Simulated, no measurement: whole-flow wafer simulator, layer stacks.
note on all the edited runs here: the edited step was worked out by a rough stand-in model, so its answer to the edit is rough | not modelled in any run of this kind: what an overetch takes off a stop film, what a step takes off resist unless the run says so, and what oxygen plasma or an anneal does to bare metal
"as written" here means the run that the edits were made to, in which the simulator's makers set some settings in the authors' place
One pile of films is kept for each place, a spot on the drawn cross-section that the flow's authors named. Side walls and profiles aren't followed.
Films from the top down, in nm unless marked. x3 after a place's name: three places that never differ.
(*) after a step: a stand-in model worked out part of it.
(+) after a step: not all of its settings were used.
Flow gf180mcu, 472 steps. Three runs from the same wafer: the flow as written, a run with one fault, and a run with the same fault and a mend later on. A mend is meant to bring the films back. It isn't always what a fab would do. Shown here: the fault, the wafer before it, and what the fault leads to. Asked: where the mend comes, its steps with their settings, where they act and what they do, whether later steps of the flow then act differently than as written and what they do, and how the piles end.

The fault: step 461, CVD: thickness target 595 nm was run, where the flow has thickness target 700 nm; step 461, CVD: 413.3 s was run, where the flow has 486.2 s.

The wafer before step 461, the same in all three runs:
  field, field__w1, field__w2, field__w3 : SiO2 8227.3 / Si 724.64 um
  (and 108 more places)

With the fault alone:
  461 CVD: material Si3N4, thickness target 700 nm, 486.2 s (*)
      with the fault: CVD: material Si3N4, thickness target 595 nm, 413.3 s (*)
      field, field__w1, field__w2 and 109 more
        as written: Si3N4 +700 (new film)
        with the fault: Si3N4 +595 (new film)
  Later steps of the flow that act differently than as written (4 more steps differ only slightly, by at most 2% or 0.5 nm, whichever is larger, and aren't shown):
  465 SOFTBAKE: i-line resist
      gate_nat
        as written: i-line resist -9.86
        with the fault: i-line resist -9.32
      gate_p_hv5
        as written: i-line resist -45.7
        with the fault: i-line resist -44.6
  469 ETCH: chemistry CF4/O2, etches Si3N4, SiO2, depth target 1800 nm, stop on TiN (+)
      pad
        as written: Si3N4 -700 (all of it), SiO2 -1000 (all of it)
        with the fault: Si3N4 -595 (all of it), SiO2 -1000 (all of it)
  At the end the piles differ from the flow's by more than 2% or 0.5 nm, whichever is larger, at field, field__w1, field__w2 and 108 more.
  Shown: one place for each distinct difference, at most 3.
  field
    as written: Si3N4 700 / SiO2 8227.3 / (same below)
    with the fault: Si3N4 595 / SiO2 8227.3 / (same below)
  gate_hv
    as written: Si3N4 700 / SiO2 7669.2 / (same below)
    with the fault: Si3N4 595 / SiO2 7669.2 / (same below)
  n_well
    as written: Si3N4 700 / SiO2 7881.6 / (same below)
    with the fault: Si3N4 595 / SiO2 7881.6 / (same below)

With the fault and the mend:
  The mend comes after step 461.
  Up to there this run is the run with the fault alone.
  461a CVD: material Si3N4, thickness target 105 nm, 72.93 s (*) (the flow's step 461 once more, with other settings)
      field, field__w1, field__w2 and 109 more
        Si3N4 +105.1
  No later step of the flow acts differently than as written, at any place that is followed, by more than 2% or 0.5 nm, whichever is larger.
  At the end the piles differ from the flow's only slightly at the places that both follow, by at most 2% or 0.5 nm, whichever is larger.
